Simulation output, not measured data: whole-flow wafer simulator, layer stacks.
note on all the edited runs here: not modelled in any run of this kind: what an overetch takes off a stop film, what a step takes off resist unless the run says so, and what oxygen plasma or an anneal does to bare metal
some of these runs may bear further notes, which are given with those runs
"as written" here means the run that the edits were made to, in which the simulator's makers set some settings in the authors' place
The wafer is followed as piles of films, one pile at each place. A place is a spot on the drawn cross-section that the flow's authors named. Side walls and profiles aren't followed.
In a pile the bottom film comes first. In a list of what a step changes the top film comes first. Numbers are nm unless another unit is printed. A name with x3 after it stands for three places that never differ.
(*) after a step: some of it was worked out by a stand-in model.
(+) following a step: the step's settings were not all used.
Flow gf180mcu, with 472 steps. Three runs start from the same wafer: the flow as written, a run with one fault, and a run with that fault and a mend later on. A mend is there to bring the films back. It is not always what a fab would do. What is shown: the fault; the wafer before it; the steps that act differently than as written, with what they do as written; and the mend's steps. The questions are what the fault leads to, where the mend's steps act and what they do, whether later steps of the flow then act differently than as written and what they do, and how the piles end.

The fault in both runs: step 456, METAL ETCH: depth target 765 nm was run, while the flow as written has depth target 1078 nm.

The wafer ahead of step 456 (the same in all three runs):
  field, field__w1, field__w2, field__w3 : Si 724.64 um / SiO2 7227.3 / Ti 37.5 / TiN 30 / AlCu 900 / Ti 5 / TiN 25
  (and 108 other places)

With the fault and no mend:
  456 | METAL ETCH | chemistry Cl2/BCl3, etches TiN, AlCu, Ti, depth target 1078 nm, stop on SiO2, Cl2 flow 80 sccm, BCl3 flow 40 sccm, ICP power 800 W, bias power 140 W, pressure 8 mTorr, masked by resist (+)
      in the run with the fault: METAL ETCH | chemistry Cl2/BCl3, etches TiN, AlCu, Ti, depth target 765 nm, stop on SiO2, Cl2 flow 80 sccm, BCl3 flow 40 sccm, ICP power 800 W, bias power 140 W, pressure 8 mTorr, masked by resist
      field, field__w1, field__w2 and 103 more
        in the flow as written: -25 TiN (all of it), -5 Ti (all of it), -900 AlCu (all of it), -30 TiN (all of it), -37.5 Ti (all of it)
        in the run with the fault: -25 TiN (all of it), -5 Ti (all of it), -735 AlCu
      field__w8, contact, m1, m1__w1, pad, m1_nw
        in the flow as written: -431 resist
        in the run with the fault: -306 resist
  Steps later in the flow that act otherwise than as written:
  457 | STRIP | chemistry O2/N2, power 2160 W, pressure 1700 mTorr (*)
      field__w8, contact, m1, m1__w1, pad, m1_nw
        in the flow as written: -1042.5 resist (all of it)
        in the run with the fault: -1167.5 resist (all of it)
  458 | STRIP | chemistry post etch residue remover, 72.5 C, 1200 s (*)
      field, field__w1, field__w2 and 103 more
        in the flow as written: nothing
        in the run with the fault: -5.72 AlCu
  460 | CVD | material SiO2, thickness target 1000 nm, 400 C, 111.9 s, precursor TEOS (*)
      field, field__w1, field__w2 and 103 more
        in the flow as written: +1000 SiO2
        in the run with the fault: +1000 SiO2 (new film)
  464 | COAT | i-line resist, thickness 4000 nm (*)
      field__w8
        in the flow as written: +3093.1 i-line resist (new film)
        in the run with the fault: +3294.4 i-line resist (new film)
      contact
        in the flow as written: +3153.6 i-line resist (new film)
        in the run with the fault: +3334.2 i-line resist (new film)
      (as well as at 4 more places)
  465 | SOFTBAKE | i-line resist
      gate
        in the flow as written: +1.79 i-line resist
        in the run with the fault: -0.22 i-line resist
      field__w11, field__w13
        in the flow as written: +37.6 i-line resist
        in the run with the fault: +26.1 i-line resist
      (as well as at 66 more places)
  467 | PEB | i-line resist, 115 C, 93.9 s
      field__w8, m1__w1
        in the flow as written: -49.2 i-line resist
        in the run with the fault: -53.3 i-line resist
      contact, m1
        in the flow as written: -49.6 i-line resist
        in the run with the fault: -53.6 i-line resist
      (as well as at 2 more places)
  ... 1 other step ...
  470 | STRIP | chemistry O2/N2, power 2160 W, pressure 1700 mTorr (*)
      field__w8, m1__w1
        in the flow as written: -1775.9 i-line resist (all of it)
        in the run with the fault: -1993.3 i-line resist (all of it)
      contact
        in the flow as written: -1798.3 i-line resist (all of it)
        in the run with the fault: -2008.2 i-line resist (all of it)
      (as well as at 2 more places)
  At field, field__w1, field__w2 and 103 more, the piles at the end differ from the flow's by more than 2% or 0.5 nm, whichever is larger.
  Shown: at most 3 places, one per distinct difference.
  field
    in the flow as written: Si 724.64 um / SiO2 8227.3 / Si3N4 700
    in the run with the fault: Si 724.64 um / SiO2 7227.3 / Ti 37.5 / TiN 30 / AlCu 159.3 / SiO2 1000 / Si3N4 700
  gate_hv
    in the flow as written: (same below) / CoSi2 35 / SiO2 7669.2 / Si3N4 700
    in the run with the fault: (same below) / CoSi2 35 / SiO2 6669.2 / Ti 37.5 / TiN 30 / AlCu 159.3 / SiO2 1000 / Si3N4 700
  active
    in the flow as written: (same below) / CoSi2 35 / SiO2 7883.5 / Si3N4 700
    in the run with the fault: (same below) / CoSi2 35 / SiO2 6883.5 / Ti 37.5 / TiN 30 / AlCu 159.3 / SiO2 1000 / Si3N4 700

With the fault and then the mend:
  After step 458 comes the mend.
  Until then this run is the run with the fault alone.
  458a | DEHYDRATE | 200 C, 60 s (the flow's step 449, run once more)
      leaves every film unchanged at each place that is followed
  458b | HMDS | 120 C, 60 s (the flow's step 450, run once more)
      leaves every film unchanged at each place that is followed
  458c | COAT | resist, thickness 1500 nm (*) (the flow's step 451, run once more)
      iso_ptap_pw, iso_ntap_nw, iso_nw_fld and 33 more
        +1500 resist (new film)
      field_sub, field_sub__w1, field_sub__w2, field_sub__w5, ld_acc_n, ld_fp_n, ld_drift_n, ld_drn_n
        +1509.6 resist (new film)
      p_well, sti, spacer, sd_n, mim_1p0, dice_street
        +1503.7 resist (new film)
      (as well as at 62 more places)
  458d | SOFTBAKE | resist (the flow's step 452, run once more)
      sd_p_hv, nw_enc_fld__w1
        -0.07 resist
      field
        -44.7 resist
      field__w1
        +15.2 resist
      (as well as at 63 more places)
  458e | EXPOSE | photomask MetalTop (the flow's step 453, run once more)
      leaves every film unchanged at each place that is followed
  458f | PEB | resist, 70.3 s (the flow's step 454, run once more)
      field__w2, field__w3, field__w5 and 41 more
        -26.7 resist
      iso_ptap_pw, iso_ntap_nw, iso_nw_fld and 33 more
        -26.5 resist
      p_well, sti, spacer, sd_n, mim_1p0, dice_street
        -26.6 resist
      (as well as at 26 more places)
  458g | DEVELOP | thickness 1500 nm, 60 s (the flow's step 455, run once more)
      iso_ptap_pw, iso_ntap_nw, iso_nw_fld and 33 more
        -1473.5 resist (all of it)
      field__w5, field__w9, nplus_u, pplus_u, nw_enc_fld_lv__w1, nw_enc_fld_lv__w4
        -1483.5 resist (all of it)
      p_well, sti, spacer, sd_n, mim_1p0, dice_street
        -1477.1 resist (all of it)
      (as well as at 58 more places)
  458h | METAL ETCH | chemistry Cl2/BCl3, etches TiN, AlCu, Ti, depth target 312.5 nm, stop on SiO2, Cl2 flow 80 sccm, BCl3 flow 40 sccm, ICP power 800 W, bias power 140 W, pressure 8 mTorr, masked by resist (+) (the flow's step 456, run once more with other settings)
      field, field__w1, field__w2 and 103 more
        -159.3 AlCu (all of it), -30 TiN (all of it), -37.5 Ti (all of it)
      field__w8, contact, m1, m1__w1, pad, m1_nw
        -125 resist
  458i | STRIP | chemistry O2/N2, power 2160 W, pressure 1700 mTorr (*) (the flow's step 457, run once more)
      field__w8
        -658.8 resist (all of it)
      contact
        -656.6 resist (all of it)
      m1
        -656.9 resist (all of it)
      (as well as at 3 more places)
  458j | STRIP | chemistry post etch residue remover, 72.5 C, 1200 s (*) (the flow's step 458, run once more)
      field__w8, contact, m1, m1__w1, pad, m1_nw
        -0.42 TiN
  None of the later steps of the flow differs from how it acts as written, at any place that is followed, by more than 2% or 0.5 nm, whichever is larger.
  When the end is reached, the piles differ only a little from the flow's at the places that both follow, at most by 2% or 0.5 nm, whichever is larger.
